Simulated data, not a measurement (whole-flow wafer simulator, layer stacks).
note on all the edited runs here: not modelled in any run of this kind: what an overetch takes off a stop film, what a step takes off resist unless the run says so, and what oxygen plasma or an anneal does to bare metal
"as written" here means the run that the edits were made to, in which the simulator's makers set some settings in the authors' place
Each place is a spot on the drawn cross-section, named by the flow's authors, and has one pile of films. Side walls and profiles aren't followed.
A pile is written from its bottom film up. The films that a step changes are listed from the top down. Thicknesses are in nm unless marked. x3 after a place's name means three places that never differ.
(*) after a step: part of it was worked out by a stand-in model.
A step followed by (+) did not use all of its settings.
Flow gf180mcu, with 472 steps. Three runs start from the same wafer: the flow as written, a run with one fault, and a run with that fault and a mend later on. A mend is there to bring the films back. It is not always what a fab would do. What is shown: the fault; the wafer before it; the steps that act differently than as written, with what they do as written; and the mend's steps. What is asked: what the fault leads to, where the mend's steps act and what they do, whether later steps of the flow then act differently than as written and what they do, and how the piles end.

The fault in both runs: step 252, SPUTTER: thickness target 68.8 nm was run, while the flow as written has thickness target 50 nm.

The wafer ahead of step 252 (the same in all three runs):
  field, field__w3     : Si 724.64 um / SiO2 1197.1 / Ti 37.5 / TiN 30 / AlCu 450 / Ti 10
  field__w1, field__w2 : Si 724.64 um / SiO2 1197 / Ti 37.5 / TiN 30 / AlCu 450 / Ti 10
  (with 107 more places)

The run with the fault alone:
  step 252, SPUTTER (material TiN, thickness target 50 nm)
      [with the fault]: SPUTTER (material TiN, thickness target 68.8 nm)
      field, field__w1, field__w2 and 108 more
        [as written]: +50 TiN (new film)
        [with the fault]: +68.8 TiN (new film)
  Steps further on in the flow that do not act as written (3 more steps, not shown, differ only slightly: by at most 2% or 0.5 nm, whichever is larger):
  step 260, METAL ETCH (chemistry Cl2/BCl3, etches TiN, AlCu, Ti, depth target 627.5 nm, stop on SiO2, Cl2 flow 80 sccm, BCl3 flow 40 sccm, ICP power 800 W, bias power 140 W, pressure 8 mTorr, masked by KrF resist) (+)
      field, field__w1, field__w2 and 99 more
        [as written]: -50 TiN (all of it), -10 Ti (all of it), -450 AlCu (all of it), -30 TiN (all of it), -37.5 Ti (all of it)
        [with the fault]: -68.8 TiN (all of it), -10 Ti (all of it), -450 AlCu (all of it), -30 TiN (all of it), -37.5 Ti (all of it)
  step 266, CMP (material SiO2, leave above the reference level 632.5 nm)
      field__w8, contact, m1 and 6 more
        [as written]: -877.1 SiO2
        [with the fault]: -895.9 SiO2
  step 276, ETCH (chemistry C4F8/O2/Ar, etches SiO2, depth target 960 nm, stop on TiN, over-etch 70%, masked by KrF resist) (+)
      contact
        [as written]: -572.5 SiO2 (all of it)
        [with the fault]: -553.7 SiO2 (all of it)
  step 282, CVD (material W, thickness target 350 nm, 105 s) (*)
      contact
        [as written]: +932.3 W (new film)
        [with the fault]: +913.3 W (new film)
  The piles end different from the flow's at field__w8, contact, m1 and 6 more by more than 2% or 0.5 nm, whichever is larger.
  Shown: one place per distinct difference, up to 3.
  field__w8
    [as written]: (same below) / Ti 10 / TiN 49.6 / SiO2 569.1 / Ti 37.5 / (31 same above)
    [with the fault]: (same below) / Ti 10 / TiN 68.4 / SiO2 550.3 / Ti 37.5 / (31 same above)
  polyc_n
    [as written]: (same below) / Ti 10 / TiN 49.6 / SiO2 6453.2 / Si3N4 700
    [with the fault]: (same below) / Ti 10 / TiN 68.4 / SiO2 6434.4 / Si3N4 700
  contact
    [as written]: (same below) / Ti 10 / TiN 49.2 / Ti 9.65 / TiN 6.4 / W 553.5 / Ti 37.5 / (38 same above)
    [with the fault]: (same below) / Ti 10 / TiN 68 / Ti 9.76 / TiN 6.47 / W 534.5 / Ti 37.5 / (38 same above)

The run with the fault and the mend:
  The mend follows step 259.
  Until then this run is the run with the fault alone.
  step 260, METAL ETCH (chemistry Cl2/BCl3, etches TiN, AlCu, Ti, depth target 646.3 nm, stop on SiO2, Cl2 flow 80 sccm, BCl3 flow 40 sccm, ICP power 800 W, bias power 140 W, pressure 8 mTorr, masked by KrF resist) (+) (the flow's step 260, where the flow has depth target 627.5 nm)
      field, field__w1, field__w2 and 99 more
        -68.8 TiN (all of it), -10 Ti (all of it), -450 AlCu (all of it), -30 TiN (all of it), -37.5 Ti (all of it)
      field__w8, contact, m1 and 6 more
        -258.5 KrF resist
  Steps further on in the flow that do not act as written (4 more steps, not shown, differ only slightly: by at most 2% or 0.5 nm, whichever is larger):
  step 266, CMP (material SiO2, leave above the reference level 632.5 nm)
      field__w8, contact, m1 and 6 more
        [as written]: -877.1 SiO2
        [with the mend]: -895.9 SiO2
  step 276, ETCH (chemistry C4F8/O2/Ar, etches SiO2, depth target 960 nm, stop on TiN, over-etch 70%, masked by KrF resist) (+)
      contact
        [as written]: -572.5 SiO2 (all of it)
        [with the mend]: -553.7 SiO2 (all of it)
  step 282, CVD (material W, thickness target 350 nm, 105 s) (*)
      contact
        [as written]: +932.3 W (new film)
        [with the mend]: +913.3 W (new film)
  The piles end different from the flow's at field__w8, contact, m1 and 6 more by more than 2% or 0.5 nm, whichever is larger.
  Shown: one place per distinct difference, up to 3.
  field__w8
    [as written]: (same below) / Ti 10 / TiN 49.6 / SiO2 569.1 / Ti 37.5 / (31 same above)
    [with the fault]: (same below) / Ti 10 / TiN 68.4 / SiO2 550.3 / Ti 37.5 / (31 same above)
    [with the mend]: (same below) / Ti 10 / TiN 68.4 / SiO2 550.3 / Ti 37.5 / (31 same above)
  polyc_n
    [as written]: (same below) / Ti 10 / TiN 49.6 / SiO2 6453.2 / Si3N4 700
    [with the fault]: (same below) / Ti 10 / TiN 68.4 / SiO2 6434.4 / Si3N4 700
    [with the mend]: (same below) / Ti 10 / TiN 68.4 / SiO2 6434.4 / Si3N4 700
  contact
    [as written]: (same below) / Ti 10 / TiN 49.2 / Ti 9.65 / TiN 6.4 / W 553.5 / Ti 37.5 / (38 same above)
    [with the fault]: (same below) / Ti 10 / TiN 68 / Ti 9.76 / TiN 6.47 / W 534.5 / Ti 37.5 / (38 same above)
    [with the mend]: (same below) / Ti 10 / TiN 68 / Ti 9.76 / TiN 6.47 / W 534.5 / Ti 37.5 / (38 same above)
